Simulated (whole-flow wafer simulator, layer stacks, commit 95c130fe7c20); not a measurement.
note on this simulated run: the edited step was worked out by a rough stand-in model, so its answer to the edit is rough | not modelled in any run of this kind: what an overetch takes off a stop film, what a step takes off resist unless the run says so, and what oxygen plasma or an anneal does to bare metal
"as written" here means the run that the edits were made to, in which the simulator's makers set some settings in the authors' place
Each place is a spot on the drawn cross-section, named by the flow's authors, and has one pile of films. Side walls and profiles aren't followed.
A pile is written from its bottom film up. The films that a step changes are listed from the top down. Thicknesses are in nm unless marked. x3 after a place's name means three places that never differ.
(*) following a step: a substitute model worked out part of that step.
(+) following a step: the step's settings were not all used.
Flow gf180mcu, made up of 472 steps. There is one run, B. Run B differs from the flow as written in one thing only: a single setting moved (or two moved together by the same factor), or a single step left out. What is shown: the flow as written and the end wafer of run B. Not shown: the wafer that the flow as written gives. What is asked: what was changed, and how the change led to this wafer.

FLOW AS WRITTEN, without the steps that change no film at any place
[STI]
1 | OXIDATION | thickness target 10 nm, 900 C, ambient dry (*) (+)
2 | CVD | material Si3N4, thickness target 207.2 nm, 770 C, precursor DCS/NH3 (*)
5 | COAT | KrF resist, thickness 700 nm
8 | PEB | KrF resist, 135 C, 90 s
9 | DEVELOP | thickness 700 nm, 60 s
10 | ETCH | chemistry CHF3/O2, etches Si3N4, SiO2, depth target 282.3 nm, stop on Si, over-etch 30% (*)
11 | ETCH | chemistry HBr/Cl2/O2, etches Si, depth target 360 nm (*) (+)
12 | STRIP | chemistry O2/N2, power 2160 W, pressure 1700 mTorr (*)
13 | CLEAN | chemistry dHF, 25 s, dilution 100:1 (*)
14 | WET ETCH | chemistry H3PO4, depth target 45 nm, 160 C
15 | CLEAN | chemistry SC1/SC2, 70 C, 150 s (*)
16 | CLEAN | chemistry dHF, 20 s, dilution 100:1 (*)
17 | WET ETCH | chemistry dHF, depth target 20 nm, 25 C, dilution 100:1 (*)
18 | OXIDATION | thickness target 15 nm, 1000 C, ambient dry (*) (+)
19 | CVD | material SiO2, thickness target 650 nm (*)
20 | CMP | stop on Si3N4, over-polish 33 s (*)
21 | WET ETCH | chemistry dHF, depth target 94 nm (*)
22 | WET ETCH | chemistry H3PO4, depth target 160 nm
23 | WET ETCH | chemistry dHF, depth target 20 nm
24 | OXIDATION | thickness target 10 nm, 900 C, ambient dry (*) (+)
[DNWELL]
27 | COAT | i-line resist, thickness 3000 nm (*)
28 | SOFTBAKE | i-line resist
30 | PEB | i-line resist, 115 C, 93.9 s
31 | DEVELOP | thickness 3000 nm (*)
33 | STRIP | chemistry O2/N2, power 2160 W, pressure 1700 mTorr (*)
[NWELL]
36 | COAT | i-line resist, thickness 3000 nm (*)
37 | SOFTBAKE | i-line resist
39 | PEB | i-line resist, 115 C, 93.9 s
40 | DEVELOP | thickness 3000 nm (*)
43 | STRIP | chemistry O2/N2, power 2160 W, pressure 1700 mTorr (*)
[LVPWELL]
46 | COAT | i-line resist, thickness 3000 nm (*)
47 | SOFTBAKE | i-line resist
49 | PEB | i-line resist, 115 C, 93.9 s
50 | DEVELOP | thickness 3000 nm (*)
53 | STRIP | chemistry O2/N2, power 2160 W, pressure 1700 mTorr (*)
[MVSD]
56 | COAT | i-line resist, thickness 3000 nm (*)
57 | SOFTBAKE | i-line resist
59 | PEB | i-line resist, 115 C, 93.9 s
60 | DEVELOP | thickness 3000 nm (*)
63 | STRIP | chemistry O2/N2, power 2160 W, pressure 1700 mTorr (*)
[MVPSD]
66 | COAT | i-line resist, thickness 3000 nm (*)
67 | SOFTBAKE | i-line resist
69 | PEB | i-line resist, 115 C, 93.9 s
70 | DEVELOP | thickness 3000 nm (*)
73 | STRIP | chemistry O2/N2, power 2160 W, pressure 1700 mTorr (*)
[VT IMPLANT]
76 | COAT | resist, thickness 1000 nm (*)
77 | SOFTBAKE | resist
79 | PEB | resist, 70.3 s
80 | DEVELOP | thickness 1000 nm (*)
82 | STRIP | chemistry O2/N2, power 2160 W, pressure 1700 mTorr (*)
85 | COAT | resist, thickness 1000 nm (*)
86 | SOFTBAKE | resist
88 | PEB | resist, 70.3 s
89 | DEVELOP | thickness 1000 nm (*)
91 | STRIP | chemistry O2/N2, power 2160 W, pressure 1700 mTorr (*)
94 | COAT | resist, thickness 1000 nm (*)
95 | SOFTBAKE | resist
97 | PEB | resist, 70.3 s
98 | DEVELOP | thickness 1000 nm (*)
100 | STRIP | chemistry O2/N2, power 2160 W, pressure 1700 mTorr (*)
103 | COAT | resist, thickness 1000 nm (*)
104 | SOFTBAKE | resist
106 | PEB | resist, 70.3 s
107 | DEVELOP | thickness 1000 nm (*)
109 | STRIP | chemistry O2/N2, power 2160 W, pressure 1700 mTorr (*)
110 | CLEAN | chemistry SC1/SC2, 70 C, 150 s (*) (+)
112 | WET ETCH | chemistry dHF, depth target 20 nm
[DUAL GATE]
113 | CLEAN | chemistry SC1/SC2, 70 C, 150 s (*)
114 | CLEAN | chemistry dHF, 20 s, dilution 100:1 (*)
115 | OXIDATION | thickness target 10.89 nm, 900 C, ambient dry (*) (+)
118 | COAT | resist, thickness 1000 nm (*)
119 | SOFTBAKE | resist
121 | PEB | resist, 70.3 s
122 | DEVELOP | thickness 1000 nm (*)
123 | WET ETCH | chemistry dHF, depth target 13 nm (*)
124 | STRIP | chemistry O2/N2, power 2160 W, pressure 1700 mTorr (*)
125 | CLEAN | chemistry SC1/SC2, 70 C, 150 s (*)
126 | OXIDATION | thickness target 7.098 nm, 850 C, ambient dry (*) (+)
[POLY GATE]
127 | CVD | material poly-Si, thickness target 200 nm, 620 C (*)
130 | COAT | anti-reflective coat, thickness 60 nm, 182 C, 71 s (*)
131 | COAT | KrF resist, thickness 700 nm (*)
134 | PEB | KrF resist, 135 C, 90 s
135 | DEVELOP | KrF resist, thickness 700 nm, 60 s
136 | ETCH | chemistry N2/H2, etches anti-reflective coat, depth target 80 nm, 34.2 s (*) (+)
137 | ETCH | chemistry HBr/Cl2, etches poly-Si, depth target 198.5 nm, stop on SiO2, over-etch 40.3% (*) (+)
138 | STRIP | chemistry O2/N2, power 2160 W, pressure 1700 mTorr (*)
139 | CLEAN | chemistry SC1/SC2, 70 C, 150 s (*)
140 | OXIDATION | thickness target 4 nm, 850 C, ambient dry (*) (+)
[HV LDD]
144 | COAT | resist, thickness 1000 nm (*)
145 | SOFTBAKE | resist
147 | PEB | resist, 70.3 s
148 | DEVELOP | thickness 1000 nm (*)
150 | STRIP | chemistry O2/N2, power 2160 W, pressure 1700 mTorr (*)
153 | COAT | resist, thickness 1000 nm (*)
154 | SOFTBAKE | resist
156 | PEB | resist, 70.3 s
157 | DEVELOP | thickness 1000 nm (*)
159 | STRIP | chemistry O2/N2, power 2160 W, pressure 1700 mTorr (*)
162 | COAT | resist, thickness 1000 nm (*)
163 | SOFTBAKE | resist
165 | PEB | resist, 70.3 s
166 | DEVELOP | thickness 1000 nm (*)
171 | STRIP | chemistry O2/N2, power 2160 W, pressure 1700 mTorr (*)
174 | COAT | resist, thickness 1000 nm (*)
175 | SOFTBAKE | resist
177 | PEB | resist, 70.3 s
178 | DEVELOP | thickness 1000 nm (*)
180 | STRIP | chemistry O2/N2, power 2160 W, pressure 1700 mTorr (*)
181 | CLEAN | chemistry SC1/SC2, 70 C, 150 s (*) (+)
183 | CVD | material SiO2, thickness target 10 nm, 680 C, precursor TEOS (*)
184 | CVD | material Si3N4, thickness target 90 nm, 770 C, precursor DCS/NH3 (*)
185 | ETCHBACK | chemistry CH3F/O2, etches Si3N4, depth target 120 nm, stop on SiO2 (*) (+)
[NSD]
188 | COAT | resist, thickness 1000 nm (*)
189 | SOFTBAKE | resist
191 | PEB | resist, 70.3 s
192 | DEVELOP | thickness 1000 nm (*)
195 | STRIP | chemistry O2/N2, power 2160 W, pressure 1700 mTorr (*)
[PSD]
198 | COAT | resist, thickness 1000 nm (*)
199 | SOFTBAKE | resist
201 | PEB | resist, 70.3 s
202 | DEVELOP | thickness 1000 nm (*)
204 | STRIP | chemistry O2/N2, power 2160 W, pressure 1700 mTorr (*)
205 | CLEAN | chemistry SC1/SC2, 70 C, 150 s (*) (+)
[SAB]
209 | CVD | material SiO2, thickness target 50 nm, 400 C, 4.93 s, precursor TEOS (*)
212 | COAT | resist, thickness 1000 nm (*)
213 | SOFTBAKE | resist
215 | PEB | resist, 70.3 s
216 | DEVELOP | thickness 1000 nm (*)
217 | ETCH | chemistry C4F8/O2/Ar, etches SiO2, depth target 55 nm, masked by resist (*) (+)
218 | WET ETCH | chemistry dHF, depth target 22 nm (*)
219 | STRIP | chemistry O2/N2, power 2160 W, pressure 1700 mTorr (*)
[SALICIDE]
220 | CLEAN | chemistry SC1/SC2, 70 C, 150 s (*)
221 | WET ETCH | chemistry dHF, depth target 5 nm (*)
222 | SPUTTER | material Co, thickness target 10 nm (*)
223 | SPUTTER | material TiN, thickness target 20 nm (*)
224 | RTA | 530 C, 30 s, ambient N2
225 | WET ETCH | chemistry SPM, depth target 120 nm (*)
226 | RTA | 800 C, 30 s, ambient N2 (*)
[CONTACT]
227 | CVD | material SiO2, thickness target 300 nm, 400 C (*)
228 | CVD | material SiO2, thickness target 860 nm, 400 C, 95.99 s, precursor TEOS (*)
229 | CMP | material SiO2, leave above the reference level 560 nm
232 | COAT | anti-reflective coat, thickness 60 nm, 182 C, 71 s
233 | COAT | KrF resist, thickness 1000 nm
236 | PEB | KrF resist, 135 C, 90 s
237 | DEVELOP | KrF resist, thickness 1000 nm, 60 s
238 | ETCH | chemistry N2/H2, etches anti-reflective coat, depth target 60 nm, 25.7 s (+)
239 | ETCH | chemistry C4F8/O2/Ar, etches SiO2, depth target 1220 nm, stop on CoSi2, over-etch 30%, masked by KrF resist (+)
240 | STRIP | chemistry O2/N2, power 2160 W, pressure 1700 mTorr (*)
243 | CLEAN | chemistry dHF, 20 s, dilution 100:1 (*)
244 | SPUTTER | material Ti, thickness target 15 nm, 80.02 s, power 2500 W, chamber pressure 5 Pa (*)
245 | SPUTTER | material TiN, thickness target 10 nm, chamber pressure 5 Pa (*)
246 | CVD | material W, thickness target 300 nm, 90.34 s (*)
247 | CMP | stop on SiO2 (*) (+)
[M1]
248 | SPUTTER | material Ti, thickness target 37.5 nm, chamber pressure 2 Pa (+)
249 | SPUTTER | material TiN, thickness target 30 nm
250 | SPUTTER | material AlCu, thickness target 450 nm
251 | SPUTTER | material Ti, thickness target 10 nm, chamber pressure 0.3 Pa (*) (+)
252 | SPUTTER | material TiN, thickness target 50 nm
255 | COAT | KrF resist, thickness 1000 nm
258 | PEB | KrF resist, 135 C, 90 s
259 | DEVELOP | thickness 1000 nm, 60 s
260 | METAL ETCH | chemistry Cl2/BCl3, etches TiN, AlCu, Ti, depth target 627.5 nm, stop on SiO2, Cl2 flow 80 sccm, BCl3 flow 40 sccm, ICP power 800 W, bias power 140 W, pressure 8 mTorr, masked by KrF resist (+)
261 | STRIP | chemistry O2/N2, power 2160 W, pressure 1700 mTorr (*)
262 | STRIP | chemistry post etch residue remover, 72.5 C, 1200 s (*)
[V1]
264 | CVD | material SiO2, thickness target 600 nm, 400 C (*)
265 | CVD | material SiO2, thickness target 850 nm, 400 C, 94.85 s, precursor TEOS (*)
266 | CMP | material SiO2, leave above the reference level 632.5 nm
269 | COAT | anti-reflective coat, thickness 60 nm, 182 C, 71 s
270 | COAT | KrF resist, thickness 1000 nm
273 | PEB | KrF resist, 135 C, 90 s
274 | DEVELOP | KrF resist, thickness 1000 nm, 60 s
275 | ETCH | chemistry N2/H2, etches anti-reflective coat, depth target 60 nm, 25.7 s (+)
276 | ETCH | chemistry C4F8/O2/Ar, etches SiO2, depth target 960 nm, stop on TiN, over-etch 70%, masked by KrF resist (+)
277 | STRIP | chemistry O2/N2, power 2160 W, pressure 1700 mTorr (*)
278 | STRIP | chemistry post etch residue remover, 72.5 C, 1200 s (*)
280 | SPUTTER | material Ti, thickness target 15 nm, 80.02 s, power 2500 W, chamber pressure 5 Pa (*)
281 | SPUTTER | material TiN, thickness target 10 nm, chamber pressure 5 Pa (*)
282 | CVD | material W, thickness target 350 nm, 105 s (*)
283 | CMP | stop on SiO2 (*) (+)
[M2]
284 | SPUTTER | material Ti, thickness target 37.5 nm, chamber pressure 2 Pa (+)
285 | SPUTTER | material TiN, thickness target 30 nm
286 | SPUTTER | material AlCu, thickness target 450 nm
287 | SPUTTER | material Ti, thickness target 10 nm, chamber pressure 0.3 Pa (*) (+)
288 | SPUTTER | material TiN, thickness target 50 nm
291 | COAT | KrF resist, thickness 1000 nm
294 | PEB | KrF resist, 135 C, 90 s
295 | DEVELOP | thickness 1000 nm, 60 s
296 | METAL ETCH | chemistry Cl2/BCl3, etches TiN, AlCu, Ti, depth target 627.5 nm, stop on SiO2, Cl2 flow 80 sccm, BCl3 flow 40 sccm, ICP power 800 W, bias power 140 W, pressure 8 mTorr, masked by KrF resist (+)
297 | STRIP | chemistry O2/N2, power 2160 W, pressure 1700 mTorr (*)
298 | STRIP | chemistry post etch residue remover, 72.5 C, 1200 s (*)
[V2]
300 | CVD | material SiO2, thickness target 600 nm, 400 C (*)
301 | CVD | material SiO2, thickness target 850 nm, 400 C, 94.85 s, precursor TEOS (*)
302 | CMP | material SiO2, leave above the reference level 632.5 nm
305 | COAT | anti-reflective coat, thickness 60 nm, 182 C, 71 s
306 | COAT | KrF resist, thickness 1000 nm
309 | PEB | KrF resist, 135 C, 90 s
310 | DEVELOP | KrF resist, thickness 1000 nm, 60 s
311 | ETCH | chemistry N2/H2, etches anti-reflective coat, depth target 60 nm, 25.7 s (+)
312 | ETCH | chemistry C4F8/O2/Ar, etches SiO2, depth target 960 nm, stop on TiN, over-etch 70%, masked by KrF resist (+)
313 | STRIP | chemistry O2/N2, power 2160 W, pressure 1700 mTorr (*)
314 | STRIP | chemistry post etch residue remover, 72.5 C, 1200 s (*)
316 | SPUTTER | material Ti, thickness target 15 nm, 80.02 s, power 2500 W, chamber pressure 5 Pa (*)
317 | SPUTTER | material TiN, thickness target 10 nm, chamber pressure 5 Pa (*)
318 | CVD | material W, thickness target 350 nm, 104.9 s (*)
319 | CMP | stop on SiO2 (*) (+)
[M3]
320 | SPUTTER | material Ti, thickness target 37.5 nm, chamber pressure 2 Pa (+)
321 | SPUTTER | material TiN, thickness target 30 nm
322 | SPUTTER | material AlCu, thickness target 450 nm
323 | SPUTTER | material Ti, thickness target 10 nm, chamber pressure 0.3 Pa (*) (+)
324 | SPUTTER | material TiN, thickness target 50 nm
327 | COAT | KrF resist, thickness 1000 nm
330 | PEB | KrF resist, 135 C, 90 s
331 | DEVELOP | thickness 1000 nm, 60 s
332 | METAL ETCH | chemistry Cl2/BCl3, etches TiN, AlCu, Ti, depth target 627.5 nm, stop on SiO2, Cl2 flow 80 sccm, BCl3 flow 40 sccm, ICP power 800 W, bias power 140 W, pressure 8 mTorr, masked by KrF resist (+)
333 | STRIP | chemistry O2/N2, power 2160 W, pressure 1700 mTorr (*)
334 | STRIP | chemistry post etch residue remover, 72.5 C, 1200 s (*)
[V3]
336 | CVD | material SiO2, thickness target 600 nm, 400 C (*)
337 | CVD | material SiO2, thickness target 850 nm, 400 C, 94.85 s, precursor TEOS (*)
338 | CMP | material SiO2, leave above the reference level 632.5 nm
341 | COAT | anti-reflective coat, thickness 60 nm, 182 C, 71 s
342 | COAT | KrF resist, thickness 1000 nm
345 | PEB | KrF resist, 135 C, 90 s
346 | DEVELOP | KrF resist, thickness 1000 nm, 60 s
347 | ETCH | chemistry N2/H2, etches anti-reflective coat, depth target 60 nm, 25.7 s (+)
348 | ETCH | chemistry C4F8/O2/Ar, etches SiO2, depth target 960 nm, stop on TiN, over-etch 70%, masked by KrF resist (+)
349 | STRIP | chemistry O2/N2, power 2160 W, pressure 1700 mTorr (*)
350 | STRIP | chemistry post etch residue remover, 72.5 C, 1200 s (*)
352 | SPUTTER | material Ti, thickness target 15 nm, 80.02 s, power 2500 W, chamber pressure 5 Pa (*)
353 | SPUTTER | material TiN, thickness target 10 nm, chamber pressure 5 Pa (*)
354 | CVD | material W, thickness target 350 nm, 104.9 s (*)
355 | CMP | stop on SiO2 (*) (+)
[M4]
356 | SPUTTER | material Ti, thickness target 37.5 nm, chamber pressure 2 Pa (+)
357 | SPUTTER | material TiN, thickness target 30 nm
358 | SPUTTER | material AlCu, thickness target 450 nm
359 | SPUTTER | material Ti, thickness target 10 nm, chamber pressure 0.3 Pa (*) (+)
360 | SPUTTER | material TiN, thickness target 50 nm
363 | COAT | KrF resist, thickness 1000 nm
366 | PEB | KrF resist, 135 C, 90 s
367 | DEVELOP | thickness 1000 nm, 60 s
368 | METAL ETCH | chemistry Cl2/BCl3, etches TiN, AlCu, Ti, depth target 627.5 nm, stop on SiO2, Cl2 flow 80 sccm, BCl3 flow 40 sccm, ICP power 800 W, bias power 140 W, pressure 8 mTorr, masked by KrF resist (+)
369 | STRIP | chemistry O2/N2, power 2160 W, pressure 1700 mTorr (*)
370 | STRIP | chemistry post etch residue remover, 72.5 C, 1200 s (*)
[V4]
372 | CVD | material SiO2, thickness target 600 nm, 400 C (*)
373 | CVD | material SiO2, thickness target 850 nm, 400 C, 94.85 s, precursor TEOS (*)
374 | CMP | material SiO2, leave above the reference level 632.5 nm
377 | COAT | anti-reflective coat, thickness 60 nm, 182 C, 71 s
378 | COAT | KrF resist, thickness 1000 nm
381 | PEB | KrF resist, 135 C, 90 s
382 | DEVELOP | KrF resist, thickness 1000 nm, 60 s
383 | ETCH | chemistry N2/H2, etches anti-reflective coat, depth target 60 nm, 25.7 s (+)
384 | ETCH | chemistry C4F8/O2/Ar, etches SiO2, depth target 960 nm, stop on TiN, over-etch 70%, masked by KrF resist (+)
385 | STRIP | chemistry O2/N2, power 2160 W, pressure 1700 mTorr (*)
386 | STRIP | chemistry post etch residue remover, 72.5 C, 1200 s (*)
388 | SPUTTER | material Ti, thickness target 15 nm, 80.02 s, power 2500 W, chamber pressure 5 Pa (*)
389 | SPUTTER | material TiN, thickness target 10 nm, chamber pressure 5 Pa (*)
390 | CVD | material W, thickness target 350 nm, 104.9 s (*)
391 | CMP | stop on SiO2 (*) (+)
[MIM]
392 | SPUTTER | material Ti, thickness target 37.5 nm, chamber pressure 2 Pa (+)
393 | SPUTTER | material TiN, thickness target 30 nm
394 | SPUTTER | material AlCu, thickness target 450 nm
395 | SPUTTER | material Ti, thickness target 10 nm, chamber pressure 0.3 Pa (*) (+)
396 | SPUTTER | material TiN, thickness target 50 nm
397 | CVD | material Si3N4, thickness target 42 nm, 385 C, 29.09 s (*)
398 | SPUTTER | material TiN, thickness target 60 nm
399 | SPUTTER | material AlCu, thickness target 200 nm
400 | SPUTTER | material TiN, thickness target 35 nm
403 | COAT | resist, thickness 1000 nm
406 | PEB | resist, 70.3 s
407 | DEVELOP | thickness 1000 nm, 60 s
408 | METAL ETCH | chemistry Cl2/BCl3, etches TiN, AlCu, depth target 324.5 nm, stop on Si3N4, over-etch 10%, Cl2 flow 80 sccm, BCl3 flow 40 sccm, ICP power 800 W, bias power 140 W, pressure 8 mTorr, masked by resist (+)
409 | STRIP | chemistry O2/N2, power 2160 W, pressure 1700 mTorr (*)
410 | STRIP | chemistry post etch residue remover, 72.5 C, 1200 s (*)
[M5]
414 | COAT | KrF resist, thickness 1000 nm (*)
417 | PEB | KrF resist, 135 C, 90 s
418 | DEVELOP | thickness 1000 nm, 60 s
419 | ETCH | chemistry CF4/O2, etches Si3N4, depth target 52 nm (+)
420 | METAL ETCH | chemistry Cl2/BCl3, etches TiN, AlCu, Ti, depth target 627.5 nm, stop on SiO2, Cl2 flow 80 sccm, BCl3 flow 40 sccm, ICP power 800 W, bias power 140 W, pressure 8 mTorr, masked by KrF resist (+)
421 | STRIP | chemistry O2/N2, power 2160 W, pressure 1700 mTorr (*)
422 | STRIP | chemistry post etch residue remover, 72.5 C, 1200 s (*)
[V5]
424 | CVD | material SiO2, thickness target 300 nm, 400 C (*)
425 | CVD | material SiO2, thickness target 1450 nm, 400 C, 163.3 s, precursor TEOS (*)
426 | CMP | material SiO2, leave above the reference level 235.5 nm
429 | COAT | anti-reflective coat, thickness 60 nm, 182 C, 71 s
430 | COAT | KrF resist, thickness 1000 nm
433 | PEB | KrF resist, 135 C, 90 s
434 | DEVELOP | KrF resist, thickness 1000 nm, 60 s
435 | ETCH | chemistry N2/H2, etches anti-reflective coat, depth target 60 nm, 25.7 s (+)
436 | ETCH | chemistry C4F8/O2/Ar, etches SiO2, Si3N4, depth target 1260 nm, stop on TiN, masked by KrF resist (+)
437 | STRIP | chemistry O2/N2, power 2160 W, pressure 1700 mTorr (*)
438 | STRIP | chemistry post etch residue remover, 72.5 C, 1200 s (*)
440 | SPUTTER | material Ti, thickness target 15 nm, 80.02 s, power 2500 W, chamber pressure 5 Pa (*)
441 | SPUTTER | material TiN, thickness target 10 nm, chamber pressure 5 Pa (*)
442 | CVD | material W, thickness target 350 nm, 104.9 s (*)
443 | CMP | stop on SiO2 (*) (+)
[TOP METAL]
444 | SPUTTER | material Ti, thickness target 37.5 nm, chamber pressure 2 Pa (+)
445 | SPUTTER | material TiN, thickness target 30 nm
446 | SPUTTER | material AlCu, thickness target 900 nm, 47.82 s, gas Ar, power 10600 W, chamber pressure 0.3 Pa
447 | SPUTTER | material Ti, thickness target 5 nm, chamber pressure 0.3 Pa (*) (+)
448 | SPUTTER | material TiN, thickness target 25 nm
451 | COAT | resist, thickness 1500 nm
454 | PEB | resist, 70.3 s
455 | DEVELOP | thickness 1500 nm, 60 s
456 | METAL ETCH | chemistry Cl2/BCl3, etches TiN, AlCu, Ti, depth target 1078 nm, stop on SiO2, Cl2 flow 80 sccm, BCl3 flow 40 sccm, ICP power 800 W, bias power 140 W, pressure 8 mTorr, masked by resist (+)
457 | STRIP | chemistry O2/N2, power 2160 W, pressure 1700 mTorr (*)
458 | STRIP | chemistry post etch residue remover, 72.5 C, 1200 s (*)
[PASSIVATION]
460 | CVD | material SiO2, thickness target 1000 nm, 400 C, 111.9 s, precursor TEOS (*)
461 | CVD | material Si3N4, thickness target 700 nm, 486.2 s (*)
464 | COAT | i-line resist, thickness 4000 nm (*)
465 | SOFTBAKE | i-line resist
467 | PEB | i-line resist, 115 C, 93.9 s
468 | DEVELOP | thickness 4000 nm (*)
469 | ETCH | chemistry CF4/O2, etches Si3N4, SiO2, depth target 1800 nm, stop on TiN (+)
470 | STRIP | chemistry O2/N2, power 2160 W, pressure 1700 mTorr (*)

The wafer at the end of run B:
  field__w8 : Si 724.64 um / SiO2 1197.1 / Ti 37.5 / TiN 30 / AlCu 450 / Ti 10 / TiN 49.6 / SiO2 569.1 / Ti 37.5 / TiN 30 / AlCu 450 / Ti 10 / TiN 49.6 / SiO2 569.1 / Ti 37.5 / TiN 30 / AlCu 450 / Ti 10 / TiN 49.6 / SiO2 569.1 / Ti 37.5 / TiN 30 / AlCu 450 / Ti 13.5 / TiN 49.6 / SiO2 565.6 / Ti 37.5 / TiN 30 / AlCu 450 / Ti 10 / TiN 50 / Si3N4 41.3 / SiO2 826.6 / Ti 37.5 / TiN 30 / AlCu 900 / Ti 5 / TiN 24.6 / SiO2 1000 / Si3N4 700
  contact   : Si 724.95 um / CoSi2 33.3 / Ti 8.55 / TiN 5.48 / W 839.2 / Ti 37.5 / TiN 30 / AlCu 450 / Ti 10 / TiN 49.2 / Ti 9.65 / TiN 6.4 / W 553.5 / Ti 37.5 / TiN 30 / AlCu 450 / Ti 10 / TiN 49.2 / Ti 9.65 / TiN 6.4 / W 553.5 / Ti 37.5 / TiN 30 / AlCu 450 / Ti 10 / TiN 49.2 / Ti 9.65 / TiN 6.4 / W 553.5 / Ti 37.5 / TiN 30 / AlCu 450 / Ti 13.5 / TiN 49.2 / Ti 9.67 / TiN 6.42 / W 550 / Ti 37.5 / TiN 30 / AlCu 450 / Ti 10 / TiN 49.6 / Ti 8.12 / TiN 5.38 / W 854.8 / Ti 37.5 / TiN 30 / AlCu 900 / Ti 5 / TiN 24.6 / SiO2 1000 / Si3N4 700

What caused this: step 359, SPUTTER: thickness target 13.5 nm was run, while the flow as written has thickness target 10 nm.
The wafer lets one read it off: field__w8 has Ti 13.5, and step 359 as written asks for 10 nm.

Step by step, how the change led to this:
  359 | SPUTTER | material Ti, thickness target 10 nm, chamber pressure 0.3 Pa (*) (+)
      field, field__w1, field__w2 and 108 more: Ti gains 13.5 (new film) (it would be, as written: Ti gains 10 (new film))
  368 | METAL ETCH | chemistry Cl2/BCl3, etches TiN, AlCu, Ti, depth target 627.5 nm, stop on SiO2, Cl2 flow 80 sccm, BCl3 flow 40 sccm, ICP power 800 W, bias power 140 W, pressure 8 mTorr, masked by KrF resist (+)
      field, field__w1, field__w2 and 103 more: TiN loses 50 (all of it), Ti loses 13.5 (all of it), AlCu loses 450 (all of it), TiN loses 30 (all of it), Ti loses 37.5 (all of it) (it would be, as written: TiN loses 50 (all of it), Ti loses 10 (all of it), AlCu loses 450 (all of it), TiN loses 30 (all of it), Ti loses 37.5 (all of it))
